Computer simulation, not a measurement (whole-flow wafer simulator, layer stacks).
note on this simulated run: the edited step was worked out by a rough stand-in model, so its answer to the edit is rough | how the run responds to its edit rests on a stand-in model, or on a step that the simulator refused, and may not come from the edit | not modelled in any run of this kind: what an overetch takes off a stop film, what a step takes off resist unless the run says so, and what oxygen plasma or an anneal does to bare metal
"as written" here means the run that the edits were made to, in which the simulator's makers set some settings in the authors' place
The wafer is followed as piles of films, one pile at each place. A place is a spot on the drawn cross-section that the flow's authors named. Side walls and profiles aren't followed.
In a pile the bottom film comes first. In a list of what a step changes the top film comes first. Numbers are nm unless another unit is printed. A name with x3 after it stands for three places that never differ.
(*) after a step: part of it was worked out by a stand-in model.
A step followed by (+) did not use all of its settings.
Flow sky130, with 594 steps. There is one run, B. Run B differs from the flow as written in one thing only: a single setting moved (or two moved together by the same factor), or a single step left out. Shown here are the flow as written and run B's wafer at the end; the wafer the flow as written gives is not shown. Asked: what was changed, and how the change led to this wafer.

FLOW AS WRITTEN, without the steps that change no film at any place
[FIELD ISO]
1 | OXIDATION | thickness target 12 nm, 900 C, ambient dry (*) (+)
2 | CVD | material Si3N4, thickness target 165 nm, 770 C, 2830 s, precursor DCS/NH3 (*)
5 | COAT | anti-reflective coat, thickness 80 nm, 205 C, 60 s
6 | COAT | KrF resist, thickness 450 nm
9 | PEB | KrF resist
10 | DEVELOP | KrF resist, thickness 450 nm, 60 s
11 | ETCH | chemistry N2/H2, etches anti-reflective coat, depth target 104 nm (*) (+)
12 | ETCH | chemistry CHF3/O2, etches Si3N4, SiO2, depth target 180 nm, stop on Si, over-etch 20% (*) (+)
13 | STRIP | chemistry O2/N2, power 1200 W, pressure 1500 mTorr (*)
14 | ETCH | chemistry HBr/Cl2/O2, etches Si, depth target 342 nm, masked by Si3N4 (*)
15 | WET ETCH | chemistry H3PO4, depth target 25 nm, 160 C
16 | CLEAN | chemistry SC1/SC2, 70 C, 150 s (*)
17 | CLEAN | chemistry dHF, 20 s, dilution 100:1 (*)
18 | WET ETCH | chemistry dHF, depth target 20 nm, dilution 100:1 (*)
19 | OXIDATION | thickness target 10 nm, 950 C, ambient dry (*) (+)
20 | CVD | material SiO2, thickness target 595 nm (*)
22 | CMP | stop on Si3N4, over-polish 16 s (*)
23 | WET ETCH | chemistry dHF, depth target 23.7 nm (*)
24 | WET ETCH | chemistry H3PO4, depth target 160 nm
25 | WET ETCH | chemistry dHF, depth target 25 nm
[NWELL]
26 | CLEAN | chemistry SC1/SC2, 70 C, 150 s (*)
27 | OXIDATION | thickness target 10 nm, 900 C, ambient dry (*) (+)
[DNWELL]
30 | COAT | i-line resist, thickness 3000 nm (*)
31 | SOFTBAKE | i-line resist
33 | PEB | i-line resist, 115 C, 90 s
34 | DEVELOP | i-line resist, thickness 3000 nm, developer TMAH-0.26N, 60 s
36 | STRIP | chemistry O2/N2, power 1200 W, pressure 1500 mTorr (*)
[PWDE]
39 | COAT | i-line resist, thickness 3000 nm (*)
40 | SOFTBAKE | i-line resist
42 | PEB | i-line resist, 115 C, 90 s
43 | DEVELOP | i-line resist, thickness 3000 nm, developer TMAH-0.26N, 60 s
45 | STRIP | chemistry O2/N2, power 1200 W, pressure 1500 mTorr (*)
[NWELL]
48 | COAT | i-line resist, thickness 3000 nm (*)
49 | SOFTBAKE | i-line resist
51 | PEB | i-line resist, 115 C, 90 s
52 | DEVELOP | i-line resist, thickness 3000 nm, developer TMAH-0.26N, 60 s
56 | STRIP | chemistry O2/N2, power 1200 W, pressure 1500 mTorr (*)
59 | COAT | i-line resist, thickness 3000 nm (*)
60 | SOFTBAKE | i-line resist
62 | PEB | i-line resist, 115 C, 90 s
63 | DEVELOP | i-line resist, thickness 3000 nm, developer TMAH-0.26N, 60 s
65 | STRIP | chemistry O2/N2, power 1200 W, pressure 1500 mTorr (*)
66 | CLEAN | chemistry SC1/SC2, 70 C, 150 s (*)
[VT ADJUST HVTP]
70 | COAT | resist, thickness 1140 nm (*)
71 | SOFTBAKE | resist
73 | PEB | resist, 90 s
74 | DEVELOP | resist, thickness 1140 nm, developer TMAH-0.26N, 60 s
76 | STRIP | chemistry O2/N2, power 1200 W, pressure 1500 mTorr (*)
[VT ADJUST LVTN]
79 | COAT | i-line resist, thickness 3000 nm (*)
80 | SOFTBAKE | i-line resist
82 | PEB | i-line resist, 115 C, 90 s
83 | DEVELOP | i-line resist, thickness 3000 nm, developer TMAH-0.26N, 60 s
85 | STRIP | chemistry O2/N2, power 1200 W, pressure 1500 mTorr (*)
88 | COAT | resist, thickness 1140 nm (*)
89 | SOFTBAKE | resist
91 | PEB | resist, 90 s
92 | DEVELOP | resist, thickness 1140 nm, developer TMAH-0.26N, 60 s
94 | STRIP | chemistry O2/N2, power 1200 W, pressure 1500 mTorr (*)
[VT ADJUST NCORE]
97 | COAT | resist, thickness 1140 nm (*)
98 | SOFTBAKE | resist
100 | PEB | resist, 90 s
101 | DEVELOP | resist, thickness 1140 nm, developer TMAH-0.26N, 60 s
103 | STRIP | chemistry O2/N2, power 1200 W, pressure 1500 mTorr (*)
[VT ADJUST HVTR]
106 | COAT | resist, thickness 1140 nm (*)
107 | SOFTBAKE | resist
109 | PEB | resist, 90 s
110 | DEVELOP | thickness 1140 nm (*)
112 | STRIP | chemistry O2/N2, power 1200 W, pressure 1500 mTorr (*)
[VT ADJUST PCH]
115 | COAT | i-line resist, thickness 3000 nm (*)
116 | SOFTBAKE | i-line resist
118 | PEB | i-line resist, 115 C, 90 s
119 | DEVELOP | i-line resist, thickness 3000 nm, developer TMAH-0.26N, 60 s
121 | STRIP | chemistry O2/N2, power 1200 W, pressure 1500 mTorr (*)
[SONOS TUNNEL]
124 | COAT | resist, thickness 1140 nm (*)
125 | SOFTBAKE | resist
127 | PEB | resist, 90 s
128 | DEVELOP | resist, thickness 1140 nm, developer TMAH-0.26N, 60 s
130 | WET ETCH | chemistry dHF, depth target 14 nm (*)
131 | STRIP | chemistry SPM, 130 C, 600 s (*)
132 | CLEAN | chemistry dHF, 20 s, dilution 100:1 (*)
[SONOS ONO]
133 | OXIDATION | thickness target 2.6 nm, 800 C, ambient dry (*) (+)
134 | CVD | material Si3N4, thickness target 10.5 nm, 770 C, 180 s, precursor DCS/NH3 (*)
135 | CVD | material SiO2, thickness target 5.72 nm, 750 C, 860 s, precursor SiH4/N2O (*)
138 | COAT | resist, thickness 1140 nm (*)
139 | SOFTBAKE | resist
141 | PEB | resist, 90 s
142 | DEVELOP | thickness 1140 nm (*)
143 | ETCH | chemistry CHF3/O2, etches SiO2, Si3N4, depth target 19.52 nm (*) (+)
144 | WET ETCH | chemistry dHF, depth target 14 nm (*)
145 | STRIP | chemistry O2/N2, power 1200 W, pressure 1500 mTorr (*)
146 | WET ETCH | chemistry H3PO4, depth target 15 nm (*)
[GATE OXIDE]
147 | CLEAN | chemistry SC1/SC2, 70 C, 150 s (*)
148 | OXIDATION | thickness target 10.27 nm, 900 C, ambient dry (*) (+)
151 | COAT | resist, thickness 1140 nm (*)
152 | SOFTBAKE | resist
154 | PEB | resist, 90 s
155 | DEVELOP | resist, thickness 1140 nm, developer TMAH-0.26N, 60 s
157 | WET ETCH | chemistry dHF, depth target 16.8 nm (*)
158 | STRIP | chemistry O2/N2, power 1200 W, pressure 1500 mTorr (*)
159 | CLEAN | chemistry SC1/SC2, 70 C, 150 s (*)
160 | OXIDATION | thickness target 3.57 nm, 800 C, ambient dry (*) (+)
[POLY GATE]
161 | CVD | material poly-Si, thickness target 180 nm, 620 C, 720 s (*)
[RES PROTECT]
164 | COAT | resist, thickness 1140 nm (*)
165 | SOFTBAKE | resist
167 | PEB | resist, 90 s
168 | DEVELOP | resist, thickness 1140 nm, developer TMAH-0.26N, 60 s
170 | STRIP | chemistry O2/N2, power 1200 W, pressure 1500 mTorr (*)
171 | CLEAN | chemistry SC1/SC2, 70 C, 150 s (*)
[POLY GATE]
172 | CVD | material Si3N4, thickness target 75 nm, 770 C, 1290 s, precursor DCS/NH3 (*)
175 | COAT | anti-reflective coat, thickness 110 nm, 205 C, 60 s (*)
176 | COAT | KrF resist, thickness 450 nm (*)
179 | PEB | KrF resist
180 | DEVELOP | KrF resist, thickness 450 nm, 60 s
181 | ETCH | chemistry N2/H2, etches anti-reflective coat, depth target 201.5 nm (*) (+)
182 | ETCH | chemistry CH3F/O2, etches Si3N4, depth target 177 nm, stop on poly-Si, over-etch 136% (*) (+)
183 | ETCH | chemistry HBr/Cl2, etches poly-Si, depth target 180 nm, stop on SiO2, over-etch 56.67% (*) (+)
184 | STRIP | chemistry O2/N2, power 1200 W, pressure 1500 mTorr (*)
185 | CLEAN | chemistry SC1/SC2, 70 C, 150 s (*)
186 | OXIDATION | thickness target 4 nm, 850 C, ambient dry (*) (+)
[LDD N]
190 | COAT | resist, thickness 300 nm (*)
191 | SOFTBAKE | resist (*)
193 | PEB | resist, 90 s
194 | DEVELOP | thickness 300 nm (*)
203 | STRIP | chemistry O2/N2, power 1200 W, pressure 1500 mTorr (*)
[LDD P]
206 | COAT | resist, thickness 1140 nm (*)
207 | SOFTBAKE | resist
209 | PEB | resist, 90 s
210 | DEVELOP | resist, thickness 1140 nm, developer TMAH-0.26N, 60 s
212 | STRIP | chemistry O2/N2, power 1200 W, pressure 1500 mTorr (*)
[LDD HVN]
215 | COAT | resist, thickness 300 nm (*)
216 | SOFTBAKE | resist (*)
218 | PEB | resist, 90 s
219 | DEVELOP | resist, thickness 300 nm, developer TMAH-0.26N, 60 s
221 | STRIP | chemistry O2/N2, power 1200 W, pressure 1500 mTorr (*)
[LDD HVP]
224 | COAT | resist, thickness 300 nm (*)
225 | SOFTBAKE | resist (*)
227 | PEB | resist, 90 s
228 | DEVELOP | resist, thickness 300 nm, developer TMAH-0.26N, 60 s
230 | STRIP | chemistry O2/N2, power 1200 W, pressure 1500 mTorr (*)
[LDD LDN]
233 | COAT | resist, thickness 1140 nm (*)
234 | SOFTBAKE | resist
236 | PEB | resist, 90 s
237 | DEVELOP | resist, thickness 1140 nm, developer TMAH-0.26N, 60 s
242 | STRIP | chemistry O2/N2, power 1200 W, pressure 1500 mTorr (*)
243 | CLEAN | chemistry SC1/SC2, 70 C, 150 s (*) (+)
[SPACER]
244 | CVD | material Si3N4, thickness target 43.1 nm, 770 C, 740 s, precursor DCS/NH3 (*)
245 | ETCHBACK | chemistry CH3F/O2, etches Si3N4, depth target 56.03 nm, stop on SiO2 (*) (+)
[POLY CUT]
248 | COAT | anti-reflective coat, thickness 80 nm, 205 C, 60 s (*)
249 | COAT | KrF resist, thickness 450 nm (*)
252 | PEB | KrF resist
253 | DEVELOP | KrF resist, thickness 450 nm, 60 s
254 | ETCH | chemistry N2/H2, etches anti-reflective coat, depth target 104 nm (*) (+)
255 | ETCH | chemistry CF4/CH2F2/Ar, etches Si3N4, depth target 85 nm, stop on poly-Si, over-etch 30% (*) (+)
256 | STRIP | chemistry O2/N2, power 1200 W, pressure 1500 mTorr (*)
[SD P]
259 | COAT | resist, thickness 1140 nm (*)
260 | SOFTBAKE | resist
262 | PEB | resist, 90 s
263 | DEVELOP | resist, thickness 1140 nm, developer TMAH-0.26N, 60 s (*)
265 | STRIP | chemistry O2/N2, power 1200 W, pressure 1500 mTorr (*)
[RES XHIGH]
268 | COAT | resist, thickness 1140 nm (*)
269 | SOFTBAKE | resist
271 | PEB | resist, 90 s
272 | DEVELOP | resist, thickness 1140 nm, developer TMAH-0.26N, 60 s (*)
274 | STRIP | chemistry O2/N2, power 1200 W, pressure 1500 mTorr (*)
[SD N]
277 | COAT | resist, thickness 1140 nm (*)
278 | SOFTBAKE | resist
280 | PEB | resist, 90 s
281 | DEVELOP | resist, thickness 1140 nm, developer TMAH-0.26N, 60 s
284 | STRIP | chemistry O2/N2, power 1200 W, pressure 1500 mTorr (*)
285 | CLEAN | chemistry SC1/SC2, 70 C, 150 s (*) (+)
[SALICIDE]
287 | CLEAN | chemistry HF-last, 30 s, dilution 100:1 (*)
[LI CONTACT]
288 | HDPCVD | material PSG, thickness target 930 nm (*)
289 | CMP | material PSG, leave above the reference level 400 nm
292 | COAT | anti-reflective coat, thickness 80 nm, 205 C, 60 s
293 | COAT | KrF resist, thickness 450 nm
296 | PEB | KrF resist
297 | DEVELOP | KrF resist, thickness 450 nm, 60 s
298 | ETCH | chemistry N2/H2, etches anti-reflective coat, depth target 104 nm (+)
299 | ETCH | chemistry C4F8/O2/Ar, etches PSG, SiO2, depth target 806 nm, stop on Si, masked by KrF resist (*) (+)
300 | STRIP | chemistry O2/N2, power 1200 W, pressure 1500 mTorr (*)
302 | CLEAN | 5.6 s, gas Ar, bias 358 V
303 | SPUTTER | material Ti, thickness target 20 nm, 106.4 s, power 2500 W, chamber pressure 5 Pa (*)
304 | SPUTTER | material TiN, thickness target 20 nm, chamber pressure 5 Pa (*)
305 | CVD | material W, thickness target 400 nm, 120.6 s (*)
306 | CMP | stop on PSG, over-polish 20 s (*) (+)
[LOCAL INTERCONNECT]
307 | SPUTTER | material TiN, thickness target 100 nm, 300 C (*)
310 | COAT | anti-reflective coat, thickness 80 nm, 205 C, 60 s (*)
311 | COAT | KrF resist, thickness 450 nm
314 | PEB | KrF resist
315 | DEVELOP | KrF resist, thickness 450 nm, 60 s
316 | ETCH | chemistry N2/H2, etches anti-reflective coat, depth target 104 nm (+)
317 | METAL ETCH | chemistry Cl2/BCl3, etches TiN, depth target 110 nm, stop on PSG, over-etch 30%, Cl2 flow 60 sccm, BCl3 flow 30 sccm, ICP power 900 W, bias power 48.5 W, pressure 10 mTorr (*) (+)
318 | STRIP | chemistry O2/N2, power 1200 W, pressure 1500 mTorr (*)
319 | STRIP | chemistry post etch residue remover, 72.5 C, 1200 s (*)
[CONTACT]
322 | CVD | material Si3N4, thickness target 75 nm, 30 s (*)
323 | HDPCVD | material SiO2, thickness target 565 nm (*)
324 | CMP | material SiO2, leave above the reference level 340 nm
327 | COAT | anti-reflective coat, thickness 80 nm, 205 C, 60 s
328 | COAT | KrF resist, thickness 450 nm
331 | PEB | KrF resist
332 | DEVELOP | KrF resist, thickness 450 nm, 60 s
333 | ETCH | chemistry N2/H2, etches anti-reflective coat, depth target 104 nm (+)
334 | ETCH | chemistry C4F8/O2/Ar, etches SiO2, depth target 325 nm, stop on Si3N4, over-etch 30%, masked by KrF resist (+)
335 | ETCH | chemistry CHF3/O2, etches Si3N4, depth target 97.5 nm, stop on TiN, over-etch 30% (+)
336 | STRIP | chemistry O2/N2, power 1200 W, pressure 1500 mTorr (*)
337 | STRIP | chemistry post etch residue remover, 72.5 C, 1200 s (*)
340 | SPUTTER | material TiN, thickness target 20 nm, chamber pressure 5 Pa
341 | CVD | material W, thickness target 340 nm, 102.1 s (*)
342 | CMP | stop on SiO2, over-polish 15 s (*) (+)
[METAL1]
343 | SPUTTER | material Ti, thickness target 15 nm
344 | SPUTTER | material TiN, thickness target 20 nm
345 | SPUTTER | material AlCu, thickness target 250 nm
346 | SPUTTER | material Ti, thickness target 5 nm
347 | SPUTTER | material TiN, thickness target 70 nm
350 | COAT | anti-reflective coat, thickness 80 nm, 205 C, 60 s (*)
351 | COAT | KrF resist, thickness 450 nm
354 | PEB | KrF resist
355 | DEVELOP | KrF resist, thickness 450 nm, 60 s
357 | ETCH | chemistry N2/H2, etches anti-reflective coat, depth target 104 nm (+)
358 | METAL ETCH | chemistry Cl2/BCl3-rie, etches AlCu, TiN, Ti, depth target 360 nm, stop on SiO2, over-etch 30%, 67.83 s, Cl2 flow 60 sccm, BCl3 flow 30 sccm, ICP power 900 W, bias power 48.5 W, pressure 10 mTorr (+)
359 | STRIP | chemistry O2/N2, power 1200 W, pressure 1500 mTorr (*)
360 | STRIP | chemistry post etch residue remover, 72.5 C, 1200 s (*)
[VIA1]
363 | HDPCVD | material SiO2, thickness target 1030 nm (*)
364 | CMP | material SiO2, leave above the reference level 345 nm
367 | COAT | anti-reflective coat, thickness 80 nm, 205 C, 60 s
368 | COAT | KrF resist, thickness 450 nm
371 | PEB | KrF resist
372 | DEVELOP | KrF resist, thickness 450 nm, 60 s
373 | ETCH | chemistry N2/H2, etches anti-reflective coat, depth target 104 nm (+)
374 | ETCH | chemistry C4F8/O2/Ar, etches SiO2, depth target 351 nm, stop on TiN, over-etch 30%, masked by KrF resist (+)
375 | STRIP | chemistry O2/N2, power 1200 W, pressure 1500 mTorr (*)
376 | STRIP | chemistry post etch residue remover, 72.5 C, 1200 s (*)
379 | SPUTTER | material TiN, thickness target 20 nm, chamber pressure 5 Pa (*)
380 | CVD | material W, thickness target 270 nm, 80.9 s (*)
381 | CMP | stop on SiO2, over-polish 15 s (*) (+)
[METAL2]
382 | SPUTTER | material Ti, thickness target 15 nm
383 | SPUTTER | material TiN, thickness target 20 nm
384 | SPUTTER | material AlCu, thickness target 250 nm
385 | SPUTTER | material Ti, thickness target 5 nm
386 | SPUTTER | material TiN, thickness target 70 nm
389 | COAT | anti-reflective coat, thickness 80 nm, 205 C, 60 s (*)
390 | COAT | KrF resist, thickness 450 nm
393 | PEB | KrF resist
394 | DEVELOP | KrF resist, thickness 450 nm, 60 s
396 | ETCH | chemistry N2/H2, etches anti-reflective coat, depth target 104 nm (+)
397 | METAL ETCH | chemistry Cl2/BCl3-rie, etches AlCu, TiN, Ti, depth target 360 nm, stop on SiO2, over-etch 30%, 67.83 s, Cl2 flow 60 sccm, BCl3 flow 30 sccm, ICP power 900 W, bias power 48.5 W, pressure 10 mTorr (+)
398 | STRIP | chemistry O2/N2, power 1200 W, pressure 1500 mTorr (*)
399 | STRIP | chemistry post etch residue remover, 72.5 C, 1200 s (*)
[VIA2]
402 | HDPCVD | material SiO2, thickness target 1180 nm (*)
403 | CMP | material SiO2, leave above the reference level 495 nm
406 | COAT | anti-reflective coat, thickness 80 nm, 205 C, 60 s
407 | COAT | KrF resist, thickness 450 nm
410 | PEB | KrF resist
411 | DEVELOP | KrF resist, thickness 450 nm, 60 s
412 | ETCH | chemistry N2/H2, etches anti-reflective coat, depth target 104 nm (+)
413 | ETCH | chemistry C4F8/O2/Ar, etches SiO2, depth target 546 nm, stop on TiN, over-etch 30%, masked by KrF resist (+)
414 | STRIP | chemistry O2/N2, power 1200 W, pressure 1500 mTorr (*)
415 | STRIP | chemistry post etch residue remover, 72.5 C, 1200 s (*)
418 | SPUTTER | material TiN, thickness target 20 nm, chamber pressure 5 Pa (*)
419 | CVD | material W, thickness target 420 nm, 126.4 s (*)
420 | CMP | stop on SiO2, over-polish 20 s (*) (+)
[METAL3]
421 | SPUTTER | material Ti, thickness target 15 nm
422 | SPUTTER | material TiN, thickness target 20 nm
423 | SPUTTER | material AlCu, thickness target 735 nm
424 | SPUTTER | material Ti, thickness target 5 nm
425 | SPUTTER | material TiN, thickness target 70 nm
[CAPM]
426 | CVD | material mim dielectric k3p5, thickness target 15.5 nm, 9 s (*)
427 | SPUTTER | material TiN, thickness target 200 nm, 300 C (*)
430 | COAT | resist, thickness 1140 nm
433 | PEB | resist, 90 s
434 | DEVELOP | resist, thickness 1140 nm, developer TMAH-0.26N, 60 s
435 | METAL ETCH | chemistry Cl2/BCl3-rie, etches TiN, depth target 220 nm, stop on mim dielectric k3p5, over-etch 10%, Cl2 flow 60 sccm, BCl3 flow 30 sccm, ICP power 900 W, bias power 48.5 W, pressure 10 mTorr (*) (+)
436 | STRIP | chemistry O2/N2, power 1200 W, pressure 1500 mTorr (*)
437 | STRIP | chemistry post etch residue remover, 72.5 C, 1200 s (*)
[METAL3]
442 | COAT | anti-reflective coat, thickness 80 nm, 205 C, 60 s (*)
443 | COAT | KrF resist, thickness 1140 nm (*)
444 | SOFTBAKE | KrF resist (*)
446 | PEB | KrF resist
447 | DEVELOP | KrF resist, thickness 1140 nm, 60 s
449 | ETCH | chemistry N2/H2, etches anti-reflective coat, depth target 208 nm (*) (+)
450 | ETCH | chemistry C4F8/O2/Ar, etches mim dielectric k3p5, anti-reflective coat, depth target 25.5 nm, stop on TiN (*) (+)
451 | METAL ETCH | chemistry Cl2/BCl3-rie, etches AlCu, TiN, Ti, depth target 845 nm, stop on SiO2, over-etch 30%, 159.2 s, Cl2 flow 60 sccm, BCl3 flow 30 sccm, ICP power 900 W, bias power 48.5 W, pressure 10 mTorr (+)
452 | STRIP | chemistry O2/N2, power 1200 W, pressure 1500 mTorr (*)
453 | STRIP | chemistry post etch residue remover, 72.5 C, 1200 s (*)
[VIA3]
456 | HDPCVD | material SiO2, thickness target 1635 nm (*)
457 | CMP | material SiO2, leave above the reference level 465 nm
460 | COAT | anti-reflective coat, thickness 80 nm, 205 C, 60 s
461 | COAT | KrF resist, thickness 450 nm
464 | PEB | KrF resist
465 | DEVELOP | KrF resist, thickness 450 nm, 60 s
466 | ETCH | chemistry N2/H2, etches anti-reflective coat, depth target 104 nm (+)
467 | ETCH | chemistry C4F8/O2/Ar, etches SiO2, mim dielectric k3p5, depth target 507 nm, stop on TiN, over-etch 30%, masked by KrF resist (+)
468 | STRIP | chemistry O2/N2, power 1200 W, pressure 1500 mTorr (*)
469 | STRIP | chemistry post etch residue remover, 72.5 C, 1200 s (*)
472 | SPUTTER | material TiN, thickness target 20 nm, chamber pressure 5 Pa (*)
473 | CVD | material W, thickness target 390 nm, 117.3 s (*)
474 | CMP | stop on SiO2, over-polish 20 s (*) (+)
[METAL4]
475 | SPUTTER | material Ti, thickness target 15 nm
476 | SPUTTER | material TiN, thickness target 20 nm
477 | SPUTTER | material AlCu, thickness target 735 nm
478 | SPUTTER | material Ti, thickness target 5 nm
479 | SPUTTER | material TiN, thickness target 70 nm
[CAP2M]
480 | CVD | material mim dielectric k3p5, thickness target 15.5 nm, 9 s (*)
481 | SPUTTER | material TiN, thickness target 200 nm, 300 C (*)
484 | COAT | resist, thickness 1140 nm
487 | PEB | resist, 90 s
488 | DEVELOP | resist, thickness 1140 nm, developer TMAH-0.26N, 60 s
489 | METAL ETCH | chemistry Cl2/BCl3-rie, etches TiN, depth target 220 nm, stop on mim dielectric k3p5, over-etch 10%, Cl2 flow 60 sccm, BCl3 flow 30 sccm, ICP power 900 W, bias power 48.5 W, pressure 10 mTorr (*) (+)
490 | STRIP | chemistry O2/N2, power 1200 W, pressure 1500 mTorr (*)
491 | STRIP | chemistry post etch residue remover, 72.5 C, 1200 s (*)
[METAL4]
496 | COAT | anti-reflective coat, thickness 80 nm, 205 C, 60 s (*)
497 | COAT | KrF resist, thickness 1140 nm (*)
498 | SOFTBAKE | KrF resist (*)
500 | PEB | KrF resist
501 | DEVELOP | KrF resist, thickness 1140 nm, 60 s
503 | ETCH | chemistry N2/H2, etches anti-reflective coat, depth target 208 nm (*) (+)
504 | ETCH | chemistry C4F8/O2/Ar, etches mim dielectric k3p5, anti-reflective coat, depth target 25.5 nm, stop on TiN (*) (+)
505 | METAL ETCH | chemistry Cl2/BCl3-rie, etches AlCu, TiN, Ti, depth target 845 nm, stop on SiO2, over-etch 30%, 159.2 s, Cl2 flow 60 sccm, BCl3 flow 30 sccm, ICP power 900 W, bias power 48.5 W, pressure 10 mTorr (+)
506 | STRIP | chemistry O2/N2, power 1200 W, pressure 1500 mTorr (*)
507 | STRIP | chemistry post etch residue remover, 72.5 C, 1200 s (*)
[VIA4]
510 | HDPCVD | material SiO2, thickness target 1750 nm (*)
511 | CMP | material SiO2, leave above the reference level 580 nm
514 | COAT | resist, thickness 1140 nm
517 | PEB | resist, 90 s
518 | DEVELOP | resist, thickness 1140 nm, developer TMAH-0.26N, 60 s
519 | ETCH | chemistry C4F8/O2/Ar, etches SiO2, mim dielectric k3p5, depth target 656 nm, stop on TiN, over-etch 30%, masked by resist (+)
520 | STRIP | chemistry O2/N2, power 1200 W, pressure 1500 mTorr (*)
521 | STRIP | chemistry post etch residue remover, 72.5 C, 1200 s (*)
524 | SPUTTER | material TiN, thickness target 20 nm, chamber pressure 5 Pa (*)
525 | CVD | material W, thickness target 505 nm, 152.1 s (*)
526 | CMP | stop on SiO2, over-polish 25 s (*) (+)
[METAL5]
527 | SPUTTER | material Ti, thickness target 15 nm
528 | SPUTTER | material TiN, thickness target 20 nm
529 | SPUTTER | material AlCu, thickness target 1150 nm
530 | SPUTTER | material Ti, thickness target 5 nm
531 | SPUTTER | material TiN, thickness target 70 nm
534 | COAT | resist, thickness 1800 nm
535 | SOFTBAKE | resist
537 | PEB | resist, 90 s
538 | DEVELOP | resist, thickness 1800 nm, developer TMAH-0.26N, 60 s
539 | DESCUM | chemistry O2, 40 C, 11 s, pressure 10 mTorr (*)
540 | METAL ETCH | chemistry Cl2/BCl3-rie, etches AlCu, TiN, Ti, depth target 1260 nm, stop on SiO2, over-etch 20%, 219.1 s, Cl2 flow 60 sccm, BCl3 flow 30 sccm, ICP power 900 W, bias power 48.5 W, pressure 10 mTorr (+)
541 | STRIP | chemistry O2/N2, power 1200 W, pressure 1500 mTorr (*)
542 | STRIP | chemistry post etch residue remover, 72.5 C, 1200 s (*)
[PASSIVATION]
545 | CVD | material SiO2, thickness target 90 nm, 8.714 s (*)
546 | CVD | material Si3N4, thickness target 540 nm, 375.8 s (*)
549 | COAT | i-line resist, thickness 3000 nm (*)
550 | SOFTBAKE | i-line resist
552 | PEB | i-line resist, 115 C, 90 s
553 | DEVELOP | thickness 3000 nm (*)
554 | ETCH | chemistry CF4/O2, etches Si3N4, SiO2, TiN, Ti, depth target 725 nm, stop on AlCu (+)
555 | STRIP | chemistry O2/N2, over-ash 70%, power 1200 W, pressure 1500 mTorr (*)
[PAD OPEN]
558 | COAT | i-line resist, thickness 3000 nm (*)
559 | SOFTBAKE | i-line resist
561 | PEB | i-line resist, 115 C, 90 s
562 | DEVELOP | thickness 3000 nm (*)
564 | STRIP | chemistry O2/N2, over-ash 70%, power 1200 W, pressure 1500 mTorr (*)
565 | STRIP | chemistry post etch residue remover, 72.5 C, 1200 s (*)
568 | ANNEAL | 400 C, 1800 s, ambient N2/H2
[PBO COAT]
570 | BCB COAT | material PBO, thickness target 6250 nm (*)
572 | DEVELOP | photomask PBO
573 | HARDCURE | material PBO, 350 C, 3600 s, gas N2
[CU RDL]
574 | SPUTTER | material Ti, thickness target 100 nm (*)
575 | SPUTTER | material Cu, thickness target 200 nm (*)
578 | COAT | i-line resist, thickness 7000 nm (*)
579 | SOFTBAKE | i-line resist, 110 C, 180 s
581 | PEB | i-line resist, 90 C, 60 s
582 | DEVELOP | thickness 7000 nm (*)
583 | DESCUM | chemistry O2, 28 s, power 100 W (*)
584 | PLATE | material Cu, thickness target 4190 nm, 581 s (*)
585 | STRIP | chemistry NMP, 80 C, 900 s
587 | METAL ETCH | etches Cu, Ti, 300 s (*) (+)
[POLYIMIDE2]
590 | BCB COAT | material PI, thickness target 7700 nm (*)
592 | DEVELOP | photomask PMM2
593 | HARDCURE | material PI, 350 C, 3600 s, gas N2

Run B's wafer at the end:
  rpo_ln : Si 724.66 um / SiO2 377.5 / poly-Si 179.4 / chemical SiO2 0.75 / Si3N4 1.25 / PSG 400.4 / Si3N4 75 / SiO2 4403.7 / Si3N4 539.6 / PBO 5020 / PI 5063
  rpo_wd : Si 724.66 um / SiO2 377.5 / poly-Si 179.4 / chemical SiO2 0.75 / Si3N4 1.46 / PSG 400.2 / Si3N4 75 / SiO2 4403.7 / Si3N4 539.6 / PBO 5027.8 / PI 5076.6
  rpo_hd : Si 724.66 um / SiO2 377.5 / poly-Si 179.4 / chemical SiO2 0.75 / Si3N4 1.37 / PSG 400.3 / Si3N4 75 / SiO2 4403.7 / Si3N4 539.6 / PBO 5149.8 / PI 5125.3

The reason: step 255, ETCH: depth target 59.5 nm was run, though the flow has depth target 85 nm.

How this came from the change, step by step:
  255 | ETCH | chemistry CF4/CH2F2/Ar, etches Si3N4, depth target 85 nm, stop on poly-Si, over-etch 30% (*) (+)
      rpo_wd, rxpo_wd: -59.5 Si3N4 (as written it would have been: -61.6 Si3N4 (all of it), -0.75 chemical SiO2 (all of it))
      poly_licon: -59.5 Si3N4 (as written it would have been: -61.9 Si3N4 (all of it), -0.76 chemical SiO2 (all of it))
      (also at 187 further places)
  256 | STRIP | chemistry O2/N2, power 1200 W, pressure 1500 mTorr (*)
      poly_licon, rpo_ln, rpo_wd, rpo_hd, rpo_hd_licon, rxpo_ln, rxpo_wd: nothing (as written it would have been: +0.8 chemical SiO2 (new film), -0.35 poly-Si)
      dice_street, dep_dnw_sti, iso_dnw_wall, grade_field_poly, de16_nwb_sti: -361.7 KrF resist (all of it), -80 anti-reflective coat (all of it) (as written it would have been: -350.7 KrF resist (all of it), -80 anti-reflective coat (all of it))
      (also at 178 further places)
  287 | CLEAN | chemistry HF-last, 30 s, dilution 100:1 (*)
      rpo_ln, rpo_wd, rpo_hd, rpo_hd_licon, rxpo_ln, rxpo_wd: -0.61 Si3N4 (as written it would have been: -0.77 chemical SiO2 (all of it))
      poly_licon: -0.61 Si3N4 (as written it would have been: -0.76 chemical SiO2 (all of it))
  299 | ETCH | chemistry C4F8/O2/Ar, etches PSG, SiO2, depth target 806 nm, stop on Si, masked by KrF resist (*) (+)
      poly_licon: -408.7 PSG (all of it), -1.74 Si3N4 (all of it), -0.76 chemical SiO2 (all of it) (as written it would have been: -411.9 PSG (all of it))
      rpo_hd_licon: -408.7 PSG (all of it), -1.74 Si3N4 (all of it), -0.75 chemical SiO2 (all of it) (as written it would have been: -411.9 PSG (all of it))
  306 | CMP | stop on PSG, over-polish 20 s (*) (+)
      poly_licon: -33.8 W (as written it would have been: -33.1 W)
